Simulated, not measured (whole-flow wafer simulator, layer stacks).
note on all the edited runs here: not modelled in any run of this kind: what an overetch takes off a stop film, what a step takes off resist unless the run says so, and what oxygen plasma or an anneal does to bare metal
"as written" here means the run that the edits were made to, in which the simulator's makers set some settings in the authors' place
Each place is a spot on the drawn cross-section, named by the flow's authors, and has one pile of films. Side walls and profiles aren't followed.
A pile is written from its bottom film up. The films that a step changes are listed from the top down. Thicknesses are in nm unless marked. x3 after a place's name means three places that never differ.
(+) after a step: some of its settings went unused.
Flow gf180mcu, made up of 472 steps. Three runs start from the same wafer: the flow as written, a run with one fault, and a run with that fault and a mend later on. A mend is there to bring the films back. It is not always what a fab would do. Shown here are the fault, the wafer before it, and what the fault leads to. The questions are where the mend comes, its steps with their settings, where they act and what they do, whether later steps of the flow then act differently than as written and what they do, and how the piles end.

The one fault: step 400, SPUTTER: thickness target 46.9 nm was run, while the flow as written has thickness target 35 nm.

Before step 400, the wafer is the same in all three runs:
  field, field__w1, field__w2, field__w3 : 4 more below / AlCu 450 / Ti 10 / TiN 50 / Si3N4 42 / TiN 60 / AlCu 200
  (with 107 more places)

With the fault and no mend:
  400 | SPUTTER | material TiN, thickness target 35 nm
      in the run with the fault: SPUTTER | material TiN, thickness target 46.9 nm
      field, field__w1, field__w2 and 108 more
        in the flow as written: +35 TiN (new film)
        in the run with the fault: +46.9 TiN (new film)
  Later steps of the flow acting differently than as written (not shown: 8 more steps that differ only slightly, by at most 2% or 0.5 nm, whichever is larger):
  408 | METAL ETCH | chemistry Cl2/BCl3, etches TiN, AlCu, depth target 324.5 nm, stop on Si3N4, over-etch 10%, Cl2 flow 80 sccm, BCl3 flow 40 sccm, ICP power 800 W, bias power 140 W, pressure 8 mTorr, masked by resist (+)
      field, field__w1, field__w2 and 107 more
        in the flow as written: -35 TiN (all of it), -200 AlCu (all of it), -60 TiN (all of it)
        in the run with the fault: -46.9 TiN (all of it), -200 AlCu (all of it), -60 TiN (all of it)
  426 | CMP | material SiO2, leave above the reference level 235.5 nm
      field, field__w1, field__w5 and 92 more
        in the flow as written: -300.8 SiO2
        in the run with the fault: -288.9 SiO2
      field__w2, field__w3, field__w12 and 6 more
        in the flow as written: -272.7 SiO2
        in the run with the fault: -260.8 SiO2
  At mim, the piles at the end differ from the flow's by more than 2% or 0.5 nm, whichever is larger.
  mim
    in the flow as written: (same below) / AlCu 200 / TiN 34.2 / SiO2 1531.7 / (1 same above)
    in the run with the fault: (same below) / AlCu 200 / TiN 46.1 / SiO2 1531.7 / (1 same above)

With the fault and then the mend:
  The mend follows step 400.
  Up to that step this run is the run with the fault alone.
  400a | METAL ETCH | chemistry Cl2/BCl3, etches TiN, AlCu, Ti, depth target 11.9 nm, Cl2 flow 80 sccm, BCl3 flow 40 sccm, ICP power 800 W, bias power 140 W, pressure 8 mTorr (the flow's step 260 again, with other settings)
      field, field__w1, field__w2 and 108 more
        -11.9 TiN
  Every later step of the flow that is run acts as written at every place that is followed.
  The piles end the same as the flow's at every place that both follow.
